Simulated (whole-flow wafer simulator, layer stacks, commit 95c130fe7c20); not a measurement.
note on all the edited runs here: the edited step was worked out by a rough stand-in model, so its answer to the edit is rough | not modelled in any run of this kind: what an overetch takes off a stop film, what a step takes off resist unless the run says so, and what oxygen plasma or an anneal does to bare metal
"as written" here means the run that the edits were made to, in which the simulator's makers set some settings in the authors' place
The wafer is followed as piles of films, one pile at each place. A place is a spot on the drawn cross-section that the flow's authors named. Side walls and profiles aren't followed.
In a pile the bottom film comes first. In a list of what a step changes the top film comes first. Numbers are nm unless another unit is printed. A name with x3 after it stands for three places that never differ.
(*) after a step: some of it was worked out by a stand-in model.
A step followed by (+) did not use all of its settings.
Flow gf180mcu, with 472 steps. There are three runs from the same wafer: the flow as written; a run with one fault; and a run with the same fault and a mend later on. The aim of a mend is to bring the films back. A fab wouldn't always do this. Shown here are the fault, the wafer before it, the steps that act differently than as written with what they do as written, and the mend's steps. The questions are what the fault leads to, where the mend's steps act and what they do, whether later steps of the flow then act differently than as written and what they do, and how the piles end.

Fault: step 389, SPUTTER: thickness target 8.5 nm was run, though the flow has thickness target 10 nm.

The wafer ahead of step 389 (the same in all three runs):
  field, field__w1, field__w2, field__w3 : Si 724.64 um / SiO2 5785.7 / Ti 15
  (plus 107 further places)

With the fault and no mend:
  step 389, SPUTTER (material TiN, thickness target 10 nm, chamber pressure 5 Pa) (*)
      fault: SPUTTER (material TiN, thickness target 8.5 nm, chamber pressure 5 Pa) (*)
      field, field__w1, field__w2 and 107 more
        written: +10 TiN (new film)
        fault: +8.5 TiN (new film)
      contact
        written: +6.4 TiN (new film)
        fault: +5.45 TiN (new film)
  Steps later in the flow that act otherwise than as written (1 more step, not shown, differs only slightly: by at most 2% or 0.5 nm, whichever is larger):
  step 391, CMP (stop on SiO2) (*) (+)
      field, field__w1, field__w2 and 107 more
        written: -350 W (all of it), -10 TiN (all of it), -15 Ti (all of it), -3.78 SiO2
        fault: -350 W (all of it), -8.5 TiN (all of it), -15 Ti (all of it), -3.77 SiO2
  By the end, the piles at contact depart from the flow's by more than 2% or 0.5 nm, whichever is larger.
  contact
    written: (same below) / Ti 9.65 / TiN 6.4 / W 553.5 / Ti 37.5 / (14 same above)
    fault: (same below) / Ti 9.65 / TiN 5.45 / W 554.5 / Ti 37.5 / (14 same above)

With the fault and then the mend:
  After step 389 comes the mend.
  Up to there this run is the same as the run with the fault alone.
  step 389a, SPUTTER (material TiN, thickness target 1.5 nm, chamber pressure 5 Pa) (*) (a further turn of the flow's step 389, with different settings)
      field, field__w1, field__w2 and 107 more
        +1.5 TiN
      contact
        +0.96 TiN
  Later steps of the flow that are run all act as written at every place that is followed.
  The piles end the same as the flow's at every place that both follow.
